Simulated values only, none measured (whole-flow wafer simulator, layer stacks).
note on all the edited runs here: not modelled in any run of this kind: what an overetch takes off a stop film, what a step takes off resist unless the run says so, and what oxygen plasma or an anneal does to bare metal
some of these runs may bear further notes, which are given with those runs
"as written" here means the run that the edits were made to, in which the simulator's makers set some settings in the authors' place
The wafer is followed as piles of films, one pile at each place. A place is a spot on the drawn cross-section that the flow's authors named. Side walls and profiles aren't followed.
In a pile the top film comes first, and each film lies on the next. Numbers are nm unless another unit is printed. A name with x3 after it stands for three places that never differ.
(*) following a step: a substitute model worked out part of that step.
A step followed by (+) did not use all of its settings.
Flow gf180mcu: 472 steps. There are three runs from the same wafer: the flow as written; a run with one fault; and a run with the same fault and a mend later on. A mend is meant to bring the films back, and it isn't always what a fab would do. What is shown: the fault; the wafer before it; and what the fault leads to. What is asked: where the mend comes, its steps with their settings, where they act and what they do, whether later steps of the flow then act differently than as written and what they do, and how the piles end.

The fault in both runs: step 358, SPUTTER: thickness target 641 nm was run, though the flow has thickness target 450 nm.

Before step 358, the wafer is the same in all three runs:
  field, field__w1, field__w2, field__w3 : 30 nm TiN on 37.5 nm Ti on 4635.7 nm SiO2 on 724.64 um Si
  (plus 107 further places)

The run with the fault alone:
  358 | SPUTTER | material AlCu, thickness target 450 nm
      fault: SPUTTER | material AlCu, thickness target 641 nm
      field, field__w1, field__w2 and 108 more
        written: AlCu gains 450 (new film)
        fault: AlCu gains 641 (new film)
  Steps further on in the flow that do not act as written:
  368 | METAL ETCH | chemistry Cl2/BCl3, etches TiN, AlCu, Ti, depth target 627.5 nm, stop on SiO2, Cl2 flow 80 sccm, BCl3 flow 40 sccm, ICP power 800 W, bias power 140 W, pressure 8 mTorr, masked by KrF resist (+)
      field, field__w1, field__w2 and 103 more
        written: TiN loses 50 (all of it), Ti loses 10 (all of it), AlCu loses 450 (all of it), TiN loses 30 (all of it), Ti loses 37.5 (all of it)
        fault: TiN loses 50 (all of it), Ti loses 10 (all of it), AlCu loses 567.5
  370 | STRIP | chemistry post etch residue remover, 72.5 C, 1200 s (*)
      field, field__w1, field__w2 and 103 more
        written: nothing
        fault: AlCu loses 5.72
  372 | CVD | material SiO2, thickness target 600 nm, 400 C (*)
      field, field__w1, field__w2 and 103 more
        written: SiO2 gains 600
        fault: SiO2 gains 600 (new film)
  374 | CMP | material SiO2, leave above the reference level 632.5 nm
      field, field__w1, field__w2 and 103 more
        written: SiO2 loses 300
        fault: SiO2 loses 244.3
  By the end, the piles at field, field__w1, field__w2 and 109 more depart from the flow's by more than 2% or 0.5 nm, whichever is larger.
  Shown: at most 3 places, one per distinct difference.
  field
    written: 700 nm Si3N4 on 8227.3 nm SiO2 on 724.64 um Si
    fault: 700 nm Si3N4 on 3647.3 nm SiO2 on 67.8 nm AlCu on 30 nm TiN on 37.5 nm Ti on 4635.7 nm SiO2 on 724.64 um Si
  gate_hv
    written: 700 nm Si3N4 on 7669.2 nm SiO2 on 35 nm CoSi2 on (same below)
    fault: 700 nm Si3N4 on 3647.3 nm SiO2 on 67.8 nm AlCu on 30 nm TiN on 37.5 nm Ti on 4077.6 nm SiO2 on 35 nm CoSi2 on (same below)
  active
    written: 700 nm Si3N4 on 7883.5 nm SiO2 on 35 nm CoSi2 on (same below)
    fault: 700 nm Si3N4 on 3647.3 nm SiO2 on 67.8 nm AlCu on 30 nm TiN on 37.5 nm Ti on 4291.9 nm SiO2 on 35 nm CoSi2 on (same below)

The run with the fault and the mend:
  After step 358 comes the mend.
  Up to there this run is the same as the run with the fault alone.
  358a | METAL ETCH | chemistry Cl2/BCl3, etches TiN, AlCu, Ti, depth target 191 nm, Cl2 flow 80 sccm, BCl3 flow 40 sccm, ICP power 800 W, bias power 140 W, pressure 8 mTorr (the flow's step 260 again, with other settings)
      field, field__w1, field__w2 and 108 more
        AlCu loses 191
  Every later step of the flow that is run acts as written at every place that is followed.
  The piles end the same as the flow's at every place that both follow.
